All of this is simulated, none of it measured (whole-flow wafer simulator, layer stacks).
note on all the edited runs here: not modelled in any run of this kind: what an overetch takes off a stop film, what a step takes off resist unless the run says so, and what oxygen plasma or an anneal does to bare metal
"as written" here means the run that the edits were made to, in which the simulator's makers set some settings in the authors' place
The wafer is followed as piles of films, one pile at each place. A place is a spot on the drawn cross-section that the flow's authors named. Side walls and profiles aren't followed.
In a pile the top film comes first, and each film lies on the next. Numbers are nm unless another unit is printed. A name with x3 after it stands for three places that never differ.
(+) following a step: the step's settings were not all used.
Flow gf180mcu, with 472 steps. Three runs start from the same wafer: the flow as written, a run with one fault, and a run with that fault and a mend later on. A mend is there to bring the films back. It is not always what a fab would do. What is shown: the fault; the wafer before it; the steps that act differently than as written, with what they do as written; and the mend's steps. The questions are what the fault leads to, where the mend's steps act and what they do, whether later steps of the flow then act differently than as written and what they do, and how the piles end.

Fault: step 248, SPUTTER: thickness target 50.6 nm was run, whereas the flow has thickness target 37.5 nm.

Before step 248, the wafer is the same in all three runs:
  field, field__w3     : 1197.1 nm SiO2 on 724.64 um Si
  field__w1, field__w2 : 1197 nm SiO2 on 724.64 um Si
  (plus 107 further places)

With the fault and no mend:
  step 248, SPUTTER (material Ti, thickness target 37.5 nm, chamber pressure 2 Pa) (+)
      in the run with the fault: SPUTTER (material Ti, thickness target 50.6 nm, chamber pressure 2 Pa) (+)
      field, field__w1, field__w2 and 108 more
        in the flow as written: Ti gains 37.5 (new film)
        in the run with the fault: Ti gains 50.6 (new film)
  Later steps of the flow acting differently than as written:
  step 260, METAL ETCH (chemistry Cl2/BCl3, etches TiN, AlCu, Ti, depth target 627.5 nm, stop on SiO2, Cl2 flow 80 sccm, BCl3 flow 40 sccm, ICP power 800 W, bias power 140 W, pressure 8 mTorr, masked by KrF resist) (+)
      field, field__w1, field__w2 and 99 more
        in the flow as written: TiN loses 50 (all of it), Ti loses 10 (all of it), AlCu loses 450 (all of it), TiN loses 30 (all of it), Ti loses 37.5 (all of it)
        in the run with the fault: TiN loses 50 (all of it), Ti loses 10 (all of it), AlCu loses 450 (all of it), TiN loses 30 (all of it), Ti loses 50.6 (all of it)
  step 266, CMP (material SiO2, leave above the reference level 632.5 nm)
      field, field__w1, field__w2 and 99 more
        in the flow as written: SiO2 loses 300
        in the run with the fault: SiO2 loses 286.9
  The piles end different from the flow's at field__w8, contact, m1 and 6 more by more than 2% or 0.5 nm, whichever is larger.
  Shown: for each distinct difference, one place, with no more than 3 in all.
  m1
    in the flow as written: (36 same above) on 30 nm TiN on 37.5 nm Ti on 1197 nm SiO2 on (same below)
    in the run with the fault: (36 same above) on 30 nm TiN on 50.6 nm Ti on 1197 nm SiO2 on (same below)
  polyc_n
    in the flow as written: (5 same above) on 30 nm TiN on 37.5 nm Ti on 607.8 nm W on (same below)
    in the run with the fault: (5 same above) on 30 nm TiN on 50.6 nm Ti on 607.8 nm W on (same below)
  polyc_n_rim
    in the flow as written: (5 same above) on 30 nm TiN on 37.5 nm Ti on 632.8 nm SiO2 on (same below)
    in the run with the fault: (5 same above) on 30 nm TiN on 50.6 nm Ti on 632.8 nm SiO2 on (same below)

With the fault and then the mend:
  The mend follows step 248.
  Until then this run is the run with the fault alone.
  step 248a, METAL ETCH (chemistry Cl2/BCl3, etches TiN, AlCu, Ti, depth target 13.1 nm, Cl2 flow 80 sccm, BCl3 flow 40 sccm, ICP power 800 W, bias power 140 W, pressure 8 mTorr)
      field, field__w1, field__w2 and 108 more
        Ti loses 13.1
  Every later step of the flow that is run acts as written at every place that is followed.
  At every place that both follow, the piles at the end match the flow's.
